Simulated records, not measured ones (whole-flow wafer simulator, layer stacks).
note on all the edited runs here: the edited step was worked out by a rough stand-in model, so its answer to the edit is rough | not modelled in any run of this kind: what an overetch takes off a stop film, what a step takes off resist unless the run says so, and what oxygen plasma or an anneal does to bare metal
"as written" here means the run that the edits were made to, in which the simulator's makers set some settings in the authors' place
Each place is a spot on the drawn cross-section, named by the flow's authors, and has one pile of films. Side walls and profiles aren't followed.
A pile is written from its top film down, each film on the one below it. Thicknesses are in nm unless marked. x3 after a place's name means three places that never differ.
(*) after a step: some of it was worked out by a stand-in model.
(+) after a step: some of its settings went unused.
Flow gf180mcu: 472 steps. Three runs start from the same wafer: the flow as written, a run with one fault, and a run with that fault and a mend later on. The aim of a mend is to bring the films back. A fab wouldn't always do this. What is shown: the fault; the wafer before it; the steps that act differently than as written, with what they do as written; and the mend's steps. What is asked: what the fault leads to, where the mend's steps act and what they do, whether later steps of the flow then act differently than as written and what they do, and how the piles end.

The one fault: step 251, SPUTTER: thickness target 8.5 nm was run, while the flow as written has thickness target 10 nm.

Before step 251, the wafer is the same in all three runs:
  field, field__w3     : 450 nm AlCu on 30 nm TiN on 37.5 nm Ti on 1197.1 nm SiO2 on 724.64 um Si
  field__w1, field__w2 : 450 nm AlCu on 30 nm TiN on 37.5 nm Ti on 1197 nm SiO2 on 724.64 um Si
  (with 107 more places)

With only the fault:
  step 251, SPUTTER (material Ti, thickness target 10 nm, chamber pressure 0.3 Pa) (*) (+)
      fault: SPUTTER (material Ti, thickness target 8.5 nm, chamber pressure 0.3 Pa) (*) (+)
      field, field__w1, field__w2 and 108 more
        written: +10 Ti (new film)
        fault: +8.5 Ti (new film)
  Steps later in the flow that act otherwise than as written (4 other steps are not shown; they differ only slightly, by no more than 2% or 0.5 nm, whichever is larger):
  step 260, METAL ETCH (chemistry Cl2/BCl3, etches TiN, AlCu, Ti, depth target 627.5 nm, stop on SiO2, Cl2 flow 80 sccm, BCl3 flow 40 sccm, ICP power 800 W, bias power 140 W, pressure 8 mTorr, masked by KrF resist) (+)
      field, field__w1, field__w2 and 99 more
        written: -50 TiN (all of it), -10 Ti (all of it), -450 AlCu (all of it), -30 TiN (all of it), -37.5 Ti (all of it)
        fault: -50 TiN (all of it), -8.5 Ti (all of it), -450 AlCu (all of it), -30 TiN (all of it), -37.5 Ti (all of it)
  By the end, the piles at field__w8, contact, m1 and 6 more depart from the flow's by more than 2% or 0.5 nm, whichever is larger.
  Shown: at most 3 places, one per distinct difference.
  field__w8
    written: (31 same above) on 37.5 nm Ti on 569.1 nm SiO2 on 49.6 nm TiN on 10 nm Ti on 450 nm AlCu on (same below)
    fault: (31 same above) on 37.5 nm Ti on 570.6 nm SiO2 on 49.6 nm TiN on 8.5 nm Ti on 450 nm AlCu on (same below)
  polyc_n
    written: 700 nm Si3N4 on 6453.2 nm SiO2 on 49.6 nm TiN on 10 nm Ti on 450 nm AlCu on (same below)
    fault: 700 nm Si3N4 on 6454.7 nm SiO2 on 49.6 nm TiN on 8.5 nm Ti on 450 nm AlCu on (same below)
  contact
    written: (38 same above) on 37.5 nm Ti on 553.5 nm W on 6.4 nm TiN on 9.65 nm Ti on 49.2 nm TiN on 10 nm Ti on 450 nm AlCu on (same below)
    fault: (38 same above) on 37.5 nm Ti on 555 nm W on 6.4 nm TiN on 9.64 nm Ti on 49.2 nm TiN on 8.5 nm Ti on 450 nm AlCu on (same below)

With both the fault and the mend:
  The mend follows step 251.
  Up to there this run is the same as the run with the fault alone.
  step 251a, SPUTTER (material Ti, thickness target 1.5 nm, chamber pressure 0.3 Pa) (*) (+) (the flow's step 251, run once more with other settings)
      field, field__w1, field__w2 and 108 more
        +1.5 Ti
  None of the later steps of the flow acts differently than as written at any place that is followed.
  By the end, the piles equal the flow's at every place that both follow.
